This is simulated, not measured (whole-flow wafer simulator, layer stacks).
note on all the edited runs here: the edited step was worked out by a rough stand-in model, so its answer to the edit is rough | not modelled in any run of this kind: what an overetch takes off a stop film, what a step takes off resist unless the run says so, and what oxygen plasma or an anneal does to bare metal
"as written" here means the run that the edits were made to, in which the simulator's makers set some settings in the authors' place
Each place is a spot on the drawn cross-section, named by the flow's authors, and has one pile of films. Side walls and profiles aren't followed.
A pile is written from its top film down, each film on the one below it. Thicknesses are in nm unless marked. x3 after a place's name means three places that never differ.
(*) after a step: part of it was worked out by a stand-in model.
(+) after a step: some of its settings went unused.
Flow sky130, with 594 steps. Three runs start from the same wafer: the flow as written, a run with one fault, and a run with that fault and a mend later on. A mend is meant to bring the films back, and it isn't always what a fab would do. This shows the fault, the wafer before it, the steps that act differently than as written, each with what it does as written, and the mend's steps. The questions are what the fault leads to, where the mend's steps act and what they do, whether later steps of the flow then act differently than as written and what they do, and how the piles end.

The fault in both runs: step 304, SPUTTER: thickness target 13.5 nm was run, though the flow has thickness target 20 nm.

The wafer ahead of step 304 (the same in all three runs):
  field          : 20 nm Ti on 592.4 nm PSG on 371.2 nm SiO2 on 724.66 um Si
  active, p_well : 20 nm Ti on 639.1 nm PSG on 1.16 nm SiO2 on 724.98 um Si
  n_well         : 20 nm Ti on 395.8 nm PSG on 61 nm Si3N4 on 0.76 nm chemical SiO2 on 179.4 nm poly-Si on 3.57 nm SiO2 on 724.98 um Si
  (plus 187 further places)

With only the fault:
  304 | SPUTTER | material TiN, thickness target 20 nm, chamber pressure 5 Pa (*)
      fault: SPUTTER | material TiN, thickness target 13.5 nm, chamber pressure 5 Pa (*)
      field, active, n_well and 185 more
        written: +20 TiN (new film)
        fault: +13.5 TiN (new film)
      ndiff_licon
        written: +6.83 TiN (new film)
        fault: +4.66 TiN (new film)
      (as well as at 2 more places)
  Steps later in the flow that act otherwise than as written (1 more step, not shown, differs only slightly: by at most 2% or 0.5 nm, whichever is larger):
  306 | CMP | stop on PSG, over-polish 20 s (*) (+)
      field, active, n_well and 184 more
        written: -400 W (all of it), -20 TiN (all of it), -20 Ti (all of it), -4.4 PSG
        fault: -400 W (all of it), -13.5 TiN (all of it), -20 Ti (all of it), -4.4 PSG
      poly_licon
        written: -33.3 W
        fault: -26.8 W
  The piles end different from the flow's at poly_licon, ndiff_licon, ndiff_licon_cpp, rpo_hd_licon by more than 2% or 0.5 nm, whichever is larger.
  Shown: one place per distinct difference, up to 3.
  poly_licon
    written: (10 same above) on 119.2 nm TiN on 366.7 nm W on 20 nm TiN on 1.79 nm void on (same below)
    fault: (10 same above) on 119.2 nm TiN on 373.2 nm W on 13.5 nm TiN on 1.79 nm void on (same below)
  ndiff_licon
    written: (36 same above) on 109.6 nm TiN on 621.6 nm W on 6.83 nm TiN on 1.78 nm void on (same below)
    fault: (36 same above) on 109.6 nm TiN on 623.8 nm W on 4.66 nm TiN on 1.78 nm void on (same below)
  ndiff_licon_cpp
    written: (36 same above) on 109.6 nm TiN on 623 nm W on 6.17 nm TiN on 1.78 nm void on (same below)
    fault: (36 same above) on 109.6 nm TiN on 625 nm W on 4.21 nm TiN on 1.78 nm void on (same below)

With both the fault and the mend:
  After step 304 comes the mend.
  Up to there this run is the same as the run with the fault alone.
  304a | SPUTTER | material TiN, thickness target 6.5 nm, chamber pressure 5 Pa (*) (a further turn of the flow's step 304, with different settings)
      field, active, n_well and 185 more
        +6.5 TiN
      ndiff_licon
        +2.17 TiN
      ndiff_licon_cpp
        +1.97 TiN
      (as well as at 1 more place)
  None of the later steps of the flow differs from how it acts as written, at any place that is followed, by more than 2% or 0.5 nm, whichever is larger.
  The piles end only slightly different from the flow's at the places that both follow, by no more than 2% or 0.5 nm, whichever is larger.
